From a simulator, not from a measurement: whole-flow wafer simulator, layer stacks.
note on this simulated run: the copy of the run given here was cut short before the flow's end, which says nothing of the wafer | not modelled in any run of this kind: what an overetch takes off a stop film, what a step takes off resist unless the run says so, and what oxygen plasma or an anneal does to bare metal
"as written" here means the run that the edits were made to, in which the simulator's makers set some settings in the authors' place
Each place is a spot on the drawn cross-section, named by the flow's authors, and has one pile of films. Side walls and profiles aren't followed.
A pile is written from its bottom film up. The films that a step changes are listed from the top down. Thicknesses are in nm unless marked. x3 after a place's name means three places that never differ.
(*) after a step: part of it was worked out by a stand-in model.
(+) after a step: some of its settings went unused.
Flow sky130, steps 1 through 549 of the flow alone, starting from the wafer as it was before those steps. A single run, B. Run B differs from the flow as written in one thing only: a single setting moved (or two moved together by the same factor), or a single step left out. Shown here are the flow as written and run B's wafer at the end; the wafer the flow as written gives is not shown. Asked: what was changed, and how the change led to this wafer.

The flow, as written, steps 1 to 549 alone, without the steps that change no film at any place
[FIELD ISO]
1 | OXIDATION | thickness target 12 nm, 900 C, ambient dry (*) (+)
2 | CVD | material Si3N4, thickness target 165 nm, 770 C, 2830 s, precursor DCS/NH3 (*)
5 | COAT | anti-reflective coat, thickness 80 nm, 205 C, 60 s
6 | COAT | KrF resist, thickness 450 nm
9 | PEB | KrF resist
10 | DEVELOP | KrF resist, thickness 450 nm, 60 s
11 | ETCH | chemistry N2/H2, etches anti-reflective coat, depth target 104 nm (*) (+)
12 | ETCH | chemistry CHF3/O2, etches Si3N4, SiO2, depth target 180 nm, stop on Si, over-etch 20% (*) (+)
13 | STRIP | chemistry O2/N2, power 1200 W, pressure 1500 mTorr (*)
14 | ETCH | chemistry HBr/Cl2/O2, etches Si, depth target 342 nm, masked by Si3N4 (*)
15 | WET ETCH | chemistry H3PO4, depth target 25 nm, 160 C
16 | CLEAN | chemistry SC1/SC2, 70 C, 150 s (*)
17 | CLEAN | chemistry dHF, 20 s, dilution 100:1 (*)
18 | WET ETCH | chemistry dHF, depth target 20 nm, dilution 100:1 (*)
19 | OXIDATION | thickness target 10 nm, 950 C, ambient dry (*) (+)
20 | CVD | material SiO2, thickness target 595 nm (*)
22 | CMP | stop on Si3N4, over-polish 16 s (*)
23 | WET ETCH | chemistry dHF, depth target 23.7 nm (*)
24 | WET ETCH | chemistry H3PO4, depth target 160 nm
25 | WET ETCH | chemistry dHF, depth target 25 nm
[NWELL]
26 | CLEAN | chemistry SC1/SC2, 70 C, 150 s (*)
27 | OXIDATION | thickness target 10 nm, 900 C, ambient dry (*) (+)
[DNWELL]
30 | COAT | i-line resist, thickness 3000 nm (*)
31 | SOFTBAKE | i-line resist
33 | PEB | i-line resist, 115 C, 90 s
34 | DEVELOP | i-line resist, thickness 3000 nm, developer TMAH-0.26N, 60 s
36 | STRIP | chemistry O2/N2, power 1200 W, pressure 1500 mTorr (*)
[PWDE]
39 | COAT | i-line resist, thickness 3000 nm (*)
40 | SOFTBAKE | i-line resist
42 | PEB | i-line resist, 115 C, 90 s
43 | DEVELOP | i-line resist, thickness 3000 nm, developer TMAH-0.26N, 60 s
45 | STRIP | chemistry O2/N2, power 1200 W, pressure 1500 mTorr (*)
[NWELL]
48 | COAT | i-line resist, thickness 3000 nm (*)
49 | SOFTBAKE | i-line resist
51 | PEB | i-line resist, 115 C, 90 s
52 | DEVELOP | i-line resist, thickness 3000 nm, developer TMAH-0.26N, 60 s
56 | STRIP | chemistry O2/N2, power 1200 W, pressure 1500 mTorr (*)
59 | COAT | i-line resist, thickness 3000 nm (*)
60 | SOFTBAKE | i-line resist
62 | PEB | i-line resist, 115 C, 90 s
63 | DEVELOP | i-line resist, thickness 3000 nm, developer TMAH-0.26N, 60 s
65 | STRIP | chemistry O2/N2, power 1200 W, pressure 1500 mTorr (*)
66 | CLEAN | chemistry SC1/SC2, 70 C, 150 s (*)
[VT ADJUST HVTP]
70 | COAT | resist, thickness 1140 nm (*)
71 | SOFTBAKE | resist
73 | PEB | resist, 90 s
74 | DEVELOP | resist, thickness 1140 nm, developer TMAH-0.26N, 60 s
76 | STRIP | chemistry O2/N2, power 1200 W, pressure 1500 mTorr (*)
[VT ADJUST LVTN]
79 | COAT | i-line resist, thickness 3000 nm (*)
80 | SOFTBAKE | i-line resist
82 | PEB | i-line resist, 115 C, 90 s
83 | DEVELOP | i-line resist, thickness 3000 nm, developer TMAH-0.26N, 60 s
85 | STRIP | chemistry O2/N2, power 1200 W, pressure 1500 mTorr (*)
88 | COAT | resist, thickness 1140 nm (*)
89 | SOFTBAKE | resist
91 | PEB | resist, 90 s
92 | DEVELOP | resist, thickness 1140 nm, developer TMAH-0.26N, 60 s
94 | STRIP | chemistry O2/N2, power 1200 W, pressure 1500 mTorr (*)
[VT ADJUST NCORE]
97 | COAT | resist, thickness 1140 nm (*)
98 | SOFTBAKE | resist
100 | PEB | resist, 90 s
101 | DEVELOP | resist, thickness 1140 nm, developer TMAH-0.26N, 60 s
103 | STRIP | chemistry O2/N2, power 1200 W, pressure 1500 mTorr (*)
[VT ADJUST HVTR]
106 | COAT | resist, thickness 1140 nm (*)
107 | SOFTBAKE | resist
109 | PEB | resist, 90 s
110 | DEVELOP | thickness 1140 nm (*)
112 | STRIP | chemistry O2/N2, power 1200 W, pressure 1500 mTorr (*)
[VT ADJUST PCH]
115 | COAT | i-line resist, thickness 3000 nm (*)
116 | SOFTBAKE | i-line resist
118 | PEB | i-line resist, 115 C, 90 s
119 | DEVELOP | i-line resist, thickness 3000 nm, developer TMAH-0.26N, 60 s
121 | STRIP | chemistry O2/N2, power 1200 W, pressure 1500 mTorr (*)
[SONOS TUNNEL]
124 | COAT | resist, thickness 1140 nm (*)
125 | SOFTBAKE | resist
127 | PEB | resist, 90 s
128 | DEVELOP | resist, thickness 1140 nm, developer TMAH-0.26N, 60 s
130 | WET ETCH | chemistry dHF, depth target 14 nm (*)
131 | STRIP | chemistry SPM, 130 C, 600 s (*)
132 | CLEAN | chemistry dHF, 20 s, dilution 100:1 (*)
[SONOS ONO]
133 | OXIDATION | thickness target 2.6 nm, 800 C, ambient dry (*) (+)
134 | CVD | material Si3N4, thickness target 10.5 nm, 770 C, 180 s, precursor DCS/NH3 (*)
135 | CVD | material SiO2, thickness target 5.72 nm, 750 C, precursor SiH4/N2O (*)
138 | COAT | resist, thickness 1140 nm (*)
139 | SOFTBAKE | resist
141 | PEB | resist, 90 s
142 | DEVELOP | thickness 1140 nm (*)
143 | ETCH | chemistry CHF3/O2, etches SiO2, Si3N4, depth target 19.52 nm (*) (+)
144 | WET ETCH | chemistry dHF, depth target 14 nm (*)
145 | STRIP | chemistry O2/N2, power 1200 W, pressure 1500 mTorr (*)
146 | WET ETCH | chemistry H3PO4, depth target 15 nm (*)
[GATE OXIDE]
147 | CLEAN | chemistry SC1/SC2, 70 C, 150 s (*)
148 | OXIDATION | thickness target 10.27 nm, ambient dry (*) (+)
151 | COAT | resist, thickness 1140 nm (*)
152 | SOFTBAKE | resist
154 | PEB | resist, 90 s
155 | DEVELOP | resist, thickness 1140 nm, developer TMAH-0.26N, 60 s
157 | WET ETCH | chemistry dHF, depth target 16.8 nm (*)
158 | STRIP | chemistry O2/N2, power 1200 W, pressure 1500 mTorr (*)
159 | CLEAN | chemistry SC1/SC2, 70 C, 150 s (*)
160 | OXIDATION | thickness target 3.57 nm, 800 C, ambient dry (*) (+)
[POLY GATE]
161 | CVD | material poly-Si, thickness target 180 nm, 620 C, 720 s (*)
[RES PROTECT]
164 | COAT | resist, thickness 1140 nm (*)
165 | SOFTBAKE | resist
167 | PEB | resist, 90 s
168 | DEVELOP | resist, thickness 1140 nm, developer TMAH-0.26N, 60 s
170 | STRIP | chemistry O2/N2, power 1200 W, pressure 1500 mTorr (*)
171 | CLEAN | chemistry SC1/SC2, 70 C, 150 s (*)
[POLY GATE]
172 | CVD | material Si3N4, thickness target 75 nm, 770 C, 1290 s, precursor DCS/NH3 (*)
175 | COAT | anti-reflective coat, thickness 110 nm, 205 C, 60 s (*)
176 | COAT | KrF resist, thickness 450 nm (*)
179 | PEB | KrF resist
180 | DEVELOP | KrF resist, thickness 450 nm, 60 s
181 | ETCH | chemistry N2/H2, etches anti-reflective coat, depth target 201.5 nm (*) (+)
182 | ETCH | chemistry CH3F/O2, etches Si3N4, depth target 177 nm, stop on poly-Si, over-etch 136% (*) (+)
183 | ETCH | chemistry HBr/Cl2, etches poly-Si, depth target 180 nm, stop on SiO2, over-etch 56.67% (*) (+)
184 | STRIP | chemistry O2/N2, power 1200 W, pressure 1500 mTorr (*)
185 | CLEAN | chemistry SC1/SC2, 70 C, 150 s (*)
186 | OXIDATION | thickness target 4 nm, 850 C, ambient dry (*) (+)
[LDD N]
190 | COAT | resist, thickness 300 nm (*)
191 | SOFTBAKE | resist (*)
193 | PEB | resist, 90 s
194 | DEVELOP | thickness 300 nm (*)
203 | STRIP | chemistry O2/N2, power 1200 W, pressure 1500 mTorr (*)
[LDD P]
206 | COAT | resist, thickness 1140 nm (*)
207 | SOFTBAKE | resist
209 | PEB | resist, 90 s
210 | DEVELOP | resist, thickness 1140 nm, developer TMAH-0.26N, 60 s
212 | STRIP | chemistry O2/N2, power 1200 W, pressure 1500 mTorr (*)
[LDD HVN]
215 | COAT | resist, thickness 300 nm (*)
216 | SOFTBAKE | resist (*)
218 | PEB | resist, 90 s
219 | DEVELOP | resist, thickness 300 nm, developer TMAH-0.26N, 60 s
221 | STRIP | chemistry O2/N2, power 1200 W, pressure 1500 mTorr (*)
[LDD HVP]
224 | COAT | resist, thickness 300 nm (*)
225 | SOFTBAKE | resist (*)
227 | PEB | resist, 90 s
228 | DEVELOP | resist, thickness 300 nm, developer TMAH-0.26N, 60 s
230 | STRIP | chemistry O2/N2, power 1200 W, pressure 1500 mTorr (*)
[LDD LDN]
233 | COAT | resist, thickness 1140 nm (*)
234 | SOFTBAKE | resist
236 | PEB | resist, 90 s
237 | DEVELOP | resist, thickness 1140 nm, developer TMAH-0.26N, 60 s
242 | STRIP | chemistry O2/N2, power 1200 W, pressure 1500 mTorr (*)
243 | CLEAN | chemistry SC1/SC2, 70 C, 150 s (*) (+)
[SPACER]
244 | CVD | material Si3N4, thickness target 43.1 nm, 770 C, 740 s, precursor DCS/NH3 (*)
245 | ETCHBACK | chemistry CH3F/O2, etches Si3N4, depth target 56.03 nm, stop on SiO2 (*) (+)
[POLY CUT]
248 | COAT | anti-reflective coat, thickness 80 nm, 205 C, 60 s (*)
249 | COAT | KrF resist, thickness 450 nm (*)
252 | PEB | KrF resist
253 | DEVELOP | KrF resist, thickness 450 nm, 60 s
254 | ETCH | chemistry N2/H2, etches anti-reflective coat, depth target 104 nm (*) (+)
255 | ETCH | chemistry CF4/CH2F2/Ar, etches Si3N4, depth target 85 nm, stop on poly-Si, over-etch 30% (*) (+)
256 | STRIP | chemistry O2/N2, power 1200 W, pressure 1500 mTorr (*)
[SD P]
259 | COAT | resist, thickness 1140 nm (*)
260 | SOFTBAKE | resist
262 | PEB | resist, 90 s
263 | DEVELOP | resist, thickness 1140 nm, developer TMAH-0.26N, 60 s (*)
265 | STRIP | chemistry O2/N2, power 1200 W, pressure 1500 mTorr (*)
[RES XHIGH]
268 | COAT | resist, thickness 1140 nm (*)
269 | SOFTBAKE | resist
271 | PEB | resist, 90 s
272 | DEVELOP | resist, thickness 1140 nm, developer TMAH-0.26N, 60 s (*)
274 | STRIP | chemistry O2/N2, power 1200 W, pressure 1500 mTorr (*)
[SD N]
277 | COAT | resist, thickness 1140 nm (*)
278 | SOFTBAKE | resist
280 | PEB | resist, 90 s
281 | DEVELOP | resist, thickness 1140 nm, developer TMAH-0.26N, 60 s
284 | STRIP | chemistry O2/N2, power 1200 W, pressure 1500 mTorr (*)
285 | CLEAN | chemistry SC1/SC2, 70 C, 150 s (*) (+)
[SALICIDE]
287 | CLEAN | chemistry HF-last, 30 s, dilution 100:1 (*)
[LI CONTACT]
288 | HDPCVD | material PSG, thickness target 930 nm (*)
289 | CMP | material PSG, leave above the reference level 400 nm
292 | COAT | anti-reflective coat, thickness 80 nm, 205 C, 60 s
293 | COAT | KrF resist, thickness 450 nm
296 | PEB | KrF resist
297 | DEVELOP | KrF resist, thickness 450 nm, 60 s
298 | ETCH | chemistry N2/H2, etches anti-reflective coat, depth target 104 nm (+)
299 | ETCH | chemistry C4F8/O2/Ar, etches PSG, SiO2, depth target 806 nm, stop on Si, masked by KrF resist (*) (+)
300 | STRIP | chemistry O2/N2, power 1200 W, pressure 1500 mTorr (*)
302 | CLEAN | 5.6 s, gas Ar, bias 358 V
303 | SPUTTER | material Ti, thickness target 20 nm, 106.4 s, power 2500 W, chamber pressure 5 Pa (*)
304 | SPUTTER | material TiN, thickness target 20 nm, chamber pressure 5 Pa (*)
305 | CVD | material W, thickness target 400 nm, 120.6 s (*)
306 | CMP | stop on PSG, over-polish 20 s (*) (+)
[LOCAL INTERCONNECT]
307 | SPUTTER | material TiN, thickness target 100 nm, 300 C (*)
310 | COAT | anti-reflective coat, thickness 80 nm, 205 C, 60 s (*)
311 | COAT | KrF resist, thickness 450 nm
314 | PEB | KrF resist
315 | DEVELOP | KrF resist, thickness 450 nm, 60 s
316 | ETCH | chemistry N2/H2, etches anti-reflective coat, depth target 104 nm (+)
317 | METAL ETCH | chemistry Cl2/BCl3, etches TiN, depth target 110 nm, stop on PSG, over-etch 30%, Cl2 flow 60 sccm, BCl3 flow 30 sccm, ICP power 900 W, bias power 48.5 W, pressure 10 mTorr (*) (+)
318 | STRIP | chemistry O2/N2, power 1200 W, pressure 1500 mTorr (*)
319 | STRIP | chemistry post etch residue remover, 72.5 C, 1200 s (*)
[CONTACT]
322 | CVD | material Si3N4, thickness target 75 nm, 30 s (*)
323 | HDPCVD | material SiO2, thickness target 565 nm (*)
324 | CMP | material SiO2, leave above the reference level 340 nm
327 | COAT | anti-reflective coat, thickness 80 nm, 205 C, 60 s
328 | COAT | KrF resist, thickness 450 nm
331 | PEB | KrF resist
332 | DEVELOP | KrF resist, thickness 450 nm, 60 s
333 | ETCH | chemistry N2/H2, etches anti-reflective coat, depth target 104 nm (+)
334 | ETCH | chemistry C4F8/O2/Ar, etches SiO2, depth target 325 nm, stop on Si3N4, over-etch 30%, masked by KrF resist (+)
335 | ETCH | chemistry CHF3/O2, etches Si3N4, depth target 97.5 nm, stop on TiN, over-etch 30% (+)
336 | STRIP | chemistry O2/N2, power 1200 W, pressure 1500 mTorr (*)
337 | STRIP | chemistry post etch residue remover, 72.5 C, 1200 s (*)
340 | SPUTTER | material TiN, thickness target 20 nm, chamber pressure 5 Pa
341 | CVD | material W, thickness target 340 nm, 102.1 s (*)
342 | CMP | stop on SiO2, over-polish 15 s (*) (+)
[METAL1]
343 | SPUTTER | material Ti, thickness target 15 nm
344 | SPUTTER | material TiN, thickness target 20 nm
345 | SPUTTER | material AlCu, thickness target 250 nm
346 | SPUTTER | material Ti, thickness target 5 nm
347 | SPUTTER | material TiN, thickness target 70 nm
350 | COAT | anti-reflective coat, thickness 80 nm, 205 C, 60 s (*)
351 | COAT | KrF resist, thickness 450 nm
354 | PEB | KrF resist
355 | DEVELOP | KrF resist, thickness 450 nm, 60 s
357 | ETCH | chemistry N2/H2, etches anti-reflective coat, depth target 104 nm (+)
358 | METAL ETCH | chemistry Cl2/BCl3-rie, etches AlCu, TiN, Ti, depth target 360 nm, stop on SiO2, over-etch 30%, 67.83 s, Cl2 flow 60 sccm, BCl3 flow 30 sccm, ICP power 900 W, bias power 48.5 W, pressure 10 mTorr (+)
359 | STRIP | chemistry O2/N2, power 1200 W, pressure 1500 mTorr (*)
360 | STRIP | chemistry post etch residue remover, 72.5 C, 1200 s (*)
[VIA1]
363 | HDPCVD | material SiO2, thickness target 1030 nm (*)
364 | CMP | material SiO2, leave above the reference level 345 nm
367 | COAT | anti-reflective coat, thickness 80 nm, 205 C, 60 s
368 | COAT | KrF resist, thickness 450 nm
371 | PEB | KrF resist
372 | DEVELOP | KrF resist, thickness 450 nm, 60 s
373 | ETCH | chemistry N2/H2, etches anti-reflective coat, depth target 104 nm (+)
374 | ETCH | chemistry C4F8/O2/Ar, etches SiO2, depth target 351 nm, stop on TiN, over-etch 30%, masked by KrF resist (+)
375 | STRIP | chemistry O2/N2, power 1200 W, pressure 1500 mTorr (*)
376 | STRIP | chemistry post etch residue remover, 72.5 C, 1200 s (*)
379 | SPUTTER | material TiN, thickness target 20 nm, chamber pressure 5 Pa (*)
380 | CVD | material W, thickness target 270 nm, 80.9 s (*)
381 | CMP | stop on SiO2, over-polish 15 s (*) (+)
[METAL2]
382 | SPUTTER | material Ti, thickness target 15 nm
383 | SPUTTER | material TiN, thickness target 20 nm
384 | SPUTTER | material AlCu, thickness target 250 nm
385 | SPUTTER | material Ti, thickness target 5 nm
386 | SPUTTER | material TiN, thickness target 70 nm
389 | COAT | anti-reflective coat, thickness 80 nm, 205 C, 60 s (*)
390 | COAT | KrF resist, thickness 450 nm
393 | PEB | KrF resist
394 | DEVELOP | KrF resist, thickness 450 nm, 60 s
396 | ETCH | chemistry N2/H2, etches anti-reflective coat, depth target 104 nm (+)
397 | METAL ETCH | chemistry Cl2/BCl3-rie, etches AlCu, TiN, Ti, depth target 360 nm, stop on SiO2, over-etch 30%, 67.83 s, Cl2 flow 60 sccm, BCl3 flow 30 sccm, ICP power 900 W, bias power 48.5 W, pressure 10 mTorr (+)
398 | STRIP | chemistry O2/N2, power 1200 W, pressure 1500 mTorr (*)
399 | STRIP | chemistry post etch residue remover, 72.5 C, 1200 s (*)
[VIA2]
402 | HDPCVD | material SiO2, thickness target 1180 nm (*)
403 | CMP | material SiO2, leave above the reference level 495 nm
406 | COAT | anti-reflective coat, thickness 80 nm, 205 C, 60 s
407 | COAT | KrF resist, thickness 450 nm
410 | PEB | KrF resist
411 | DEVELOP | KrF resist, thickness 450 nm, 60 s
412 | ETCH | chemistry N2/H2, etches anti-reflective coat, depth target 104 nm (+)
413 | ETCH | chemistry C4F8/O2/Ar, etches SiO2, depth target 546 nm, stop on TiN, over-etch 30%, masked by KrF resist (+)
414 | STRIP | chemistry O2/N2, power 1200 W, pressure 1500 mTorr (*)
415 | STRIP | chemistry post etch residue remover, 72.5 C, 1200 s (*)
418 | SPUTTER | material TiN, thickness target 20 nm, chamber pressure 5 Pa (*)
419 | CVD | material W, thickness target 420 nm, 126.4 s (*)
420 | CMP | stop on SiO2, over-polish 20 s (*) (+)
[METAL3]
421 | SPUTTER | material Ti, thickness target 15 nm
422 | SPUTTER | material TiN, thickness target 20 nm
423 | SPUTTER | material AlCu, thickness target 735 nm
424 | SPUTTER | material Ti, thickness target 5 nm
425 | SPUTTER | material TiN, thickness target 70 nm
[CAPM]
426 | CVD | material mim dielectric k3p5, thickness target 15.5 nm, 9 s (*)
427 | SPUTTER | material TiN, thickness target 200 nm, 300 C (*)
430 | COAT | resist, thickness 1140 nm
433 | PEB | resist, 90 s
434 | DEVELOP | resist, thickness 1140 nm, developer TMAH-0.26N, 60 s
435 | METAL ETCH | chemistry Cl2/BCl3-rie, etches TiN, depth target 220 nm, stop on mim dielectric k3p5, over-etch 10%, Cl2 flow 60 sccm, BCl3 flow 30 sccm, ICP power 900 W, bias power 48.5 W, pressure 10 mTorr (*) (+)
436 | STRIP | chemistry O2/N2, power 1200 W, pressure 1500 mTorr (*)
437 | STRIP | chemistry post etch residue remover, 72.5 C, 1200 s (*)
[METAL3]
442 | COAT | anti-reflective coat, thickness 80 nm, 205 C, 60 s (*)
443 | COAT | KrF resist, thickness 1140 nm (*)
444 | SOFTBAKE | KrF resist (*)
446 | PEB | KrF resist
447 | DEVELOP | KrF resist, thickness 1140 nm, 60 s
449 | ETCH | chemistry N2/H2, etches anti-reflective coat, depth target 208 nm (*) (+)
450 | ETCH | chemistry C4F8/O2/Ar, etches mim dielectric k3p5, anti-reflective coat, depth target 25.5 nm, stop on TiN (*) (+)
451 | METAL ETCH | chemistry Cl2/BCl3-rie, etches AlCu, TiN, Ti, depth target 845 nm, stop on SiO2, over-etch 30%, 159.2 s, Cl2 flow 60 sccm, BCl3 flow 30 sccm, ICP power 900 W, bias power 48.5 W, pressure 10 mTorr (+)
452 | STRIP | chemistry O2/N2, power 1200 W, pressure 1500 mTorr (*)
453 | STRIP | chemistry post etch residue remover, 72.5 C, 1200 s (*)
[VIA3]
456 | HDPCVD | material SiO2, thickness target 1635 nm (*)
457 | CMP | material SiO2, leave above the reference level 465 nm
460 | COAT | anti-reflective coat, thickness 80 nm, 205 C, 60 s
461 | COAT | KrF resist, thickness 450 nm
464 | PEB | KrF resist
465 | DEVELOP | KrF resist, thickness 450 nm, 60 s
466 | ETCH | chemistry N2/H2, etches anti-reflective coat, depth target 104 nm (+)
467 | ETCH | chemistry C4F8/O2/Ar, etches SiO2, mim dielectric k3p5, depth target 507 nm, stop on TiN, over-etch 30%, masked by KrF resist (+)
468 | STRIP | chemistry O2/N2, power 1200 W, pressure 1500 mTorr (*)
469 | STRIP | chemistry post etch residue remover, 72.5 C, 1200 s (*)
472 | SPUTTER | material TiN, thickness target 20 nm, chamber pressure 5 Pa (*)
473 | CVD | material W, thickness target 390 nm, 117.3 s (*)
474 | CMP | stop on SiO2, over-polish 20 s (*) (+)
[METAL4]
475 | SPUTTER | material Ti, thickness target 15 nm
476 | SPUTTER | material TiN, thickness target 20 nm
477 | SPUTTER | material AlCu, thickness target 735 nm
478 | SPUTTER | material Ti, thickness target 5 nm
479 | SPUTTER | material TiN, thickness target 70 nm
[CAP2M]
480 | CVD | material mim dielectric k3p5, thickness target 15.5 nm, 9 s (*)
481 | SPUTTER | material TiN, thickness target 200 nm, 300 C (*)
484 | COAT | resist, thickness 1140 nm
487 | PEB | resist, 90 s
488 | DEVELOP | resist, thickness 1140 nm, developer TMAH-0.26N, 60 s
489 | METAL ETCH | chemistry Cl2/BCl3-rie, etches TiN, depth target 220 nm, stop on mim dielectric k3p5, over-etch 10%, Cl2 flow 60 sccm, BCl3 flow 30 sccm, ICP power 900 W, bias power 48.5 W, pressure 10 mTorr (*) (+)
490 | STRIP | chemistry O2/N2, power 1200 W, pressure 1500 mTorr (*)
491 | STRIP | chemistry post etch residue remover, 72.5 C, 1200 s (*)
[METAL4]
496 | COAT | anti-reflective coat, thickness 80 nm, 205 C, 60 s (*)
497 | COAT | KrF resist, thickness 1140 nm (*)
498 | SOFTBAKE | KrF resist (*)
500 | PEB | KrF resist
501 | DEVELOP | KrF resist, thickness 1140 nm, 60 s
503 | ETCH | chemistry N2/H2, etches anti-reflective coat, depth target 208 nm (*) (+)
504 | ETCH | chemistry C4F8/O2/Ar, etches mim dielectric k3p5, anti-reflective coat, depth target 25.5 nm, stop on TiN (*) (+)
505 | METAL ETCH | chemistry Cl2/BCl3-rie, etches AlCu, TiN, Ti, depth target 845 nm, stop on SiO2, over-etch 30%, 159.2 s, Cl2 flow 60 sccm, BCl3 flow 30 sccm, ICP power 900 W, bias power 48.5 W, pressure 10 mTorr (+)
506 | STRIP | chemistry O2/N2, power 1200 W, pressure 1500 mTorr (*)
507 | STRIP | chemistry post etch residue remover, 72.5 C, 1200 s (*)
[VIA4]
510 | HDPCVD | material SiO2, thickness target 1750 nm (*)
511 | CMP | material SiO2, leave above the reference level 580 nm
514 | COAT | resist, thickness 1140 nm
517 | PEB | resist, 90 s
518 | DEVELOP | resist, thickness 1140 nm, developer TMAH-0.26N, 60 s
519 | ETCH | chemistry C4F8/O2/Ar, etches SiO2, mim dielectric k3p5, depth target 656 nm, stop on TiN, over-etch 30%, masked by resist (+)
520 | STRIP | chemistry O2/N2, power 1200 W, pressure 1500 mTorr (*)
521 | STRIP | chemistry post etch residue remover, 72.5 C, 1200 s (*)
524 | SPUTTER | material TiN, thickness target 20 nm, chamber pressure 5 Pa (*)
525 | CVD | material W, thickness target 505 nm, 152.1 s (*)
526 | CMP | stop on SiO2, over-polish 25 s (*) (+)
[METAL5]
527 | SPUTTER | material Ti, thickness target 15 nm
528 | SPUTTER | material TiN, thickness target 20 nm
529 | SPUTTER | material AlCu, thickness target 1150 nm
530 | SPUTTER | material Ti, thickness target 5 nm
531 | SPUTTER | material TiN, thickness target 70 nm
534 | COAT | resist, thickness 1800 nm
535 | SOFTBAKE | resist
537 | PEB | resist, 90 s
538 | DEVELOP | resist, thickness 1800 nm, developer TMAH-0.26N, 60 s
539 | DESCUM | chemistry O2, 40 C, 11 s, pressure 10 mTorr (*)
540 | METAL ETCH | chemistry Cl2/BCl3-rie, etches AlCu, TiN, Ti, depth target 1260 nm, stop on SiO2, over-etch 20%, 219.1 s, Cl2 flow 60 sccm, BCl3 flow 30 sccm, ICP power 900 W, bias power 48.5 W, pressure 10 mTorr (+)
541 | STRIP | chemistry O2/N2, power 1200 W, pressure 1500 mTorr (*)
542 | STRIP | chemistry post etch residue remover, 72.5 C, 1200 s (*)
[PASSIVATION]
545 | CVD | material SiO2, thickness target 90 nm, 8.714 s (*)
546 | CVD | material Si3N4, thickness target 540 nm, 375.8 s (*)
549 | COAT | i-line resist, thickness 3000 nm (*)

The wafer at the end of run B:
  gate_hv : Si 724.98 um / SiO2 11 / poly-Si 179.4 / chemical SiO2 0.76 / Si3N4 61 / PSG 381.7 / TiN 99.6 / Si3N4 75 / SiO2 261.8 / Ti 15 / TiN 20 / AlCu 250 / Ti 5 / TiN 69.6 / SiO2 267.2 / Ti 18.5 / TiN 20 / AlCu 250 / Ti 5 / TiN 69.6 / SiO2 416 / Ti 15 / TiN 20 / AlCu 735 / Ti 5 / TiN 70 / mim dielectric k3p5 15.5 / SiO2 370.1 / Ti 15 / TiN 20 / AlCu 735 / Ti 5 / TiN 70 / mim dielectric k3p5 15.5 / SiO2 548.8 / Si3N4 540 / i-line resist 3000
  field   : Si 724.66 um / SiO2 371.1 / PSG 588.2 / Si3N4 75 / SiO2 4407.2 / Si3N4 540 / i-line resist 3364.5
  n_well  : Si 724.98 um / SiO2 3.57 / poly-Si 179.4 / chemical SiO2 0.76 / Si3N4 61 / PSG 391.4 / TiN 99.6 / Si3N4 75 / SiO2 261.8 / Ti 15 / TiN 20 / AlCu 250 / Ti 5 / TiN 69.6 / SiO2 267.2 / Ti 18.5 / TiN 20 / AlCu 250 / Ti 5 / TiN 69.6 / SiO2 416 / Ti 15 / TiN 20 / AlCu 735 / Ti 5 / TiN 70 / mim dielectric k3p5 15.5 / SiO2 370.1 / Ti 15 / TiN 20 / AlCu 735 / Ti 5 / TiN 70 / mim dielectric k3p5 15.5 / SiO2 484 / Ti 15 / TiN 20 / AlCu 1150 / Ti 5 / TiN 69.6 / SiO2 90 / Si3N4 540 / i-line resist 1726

The reason: step 382, SPUTTER: thickness target 18.5 nm was run, whereas the flow has thickness target 15 nm.
The wafer lets one read it off: gate_hv has Ti 18.5, and step 382 as written asks for 15 nm.

The path from the change to this, step by step:
  382 | SPUTTER | material Ti, thickness target 15 nm
      field, active, n_well and 188 more: Ti gains 18.5 (new film) (in the flow as written it would be: Ti gains 15 (new film))
  397 | METAL ETCH | chemistry Cl2/BCl3-rie, etches AlCu, TiN, Ti, depth target 360 nm, stop on SiO2, over-etch 30%, 67.83 s, Cl2 flow 60 sccm, BCl3 flow 30 sccm, ICP power 900 W, bias power 48.5 W, pressure 10 mTorr (+)
      field, active, gate and 82 more: TiN loses 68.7 (all of it), Ti loses 5 (all of it), AlCu loses 250 (all of it), TiN loses 20 (all of it), Ti loses 18.5 (all of it), SiO2 loses 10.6 (in the flow as written it would be: TiN loses 68.7 (all of it), Ti loses 5 (all of it), AlCu loses 250 (all of it), TiN loses 20 (all of it), Ti loses 15 (all of it), SiO2 loses 10.9)
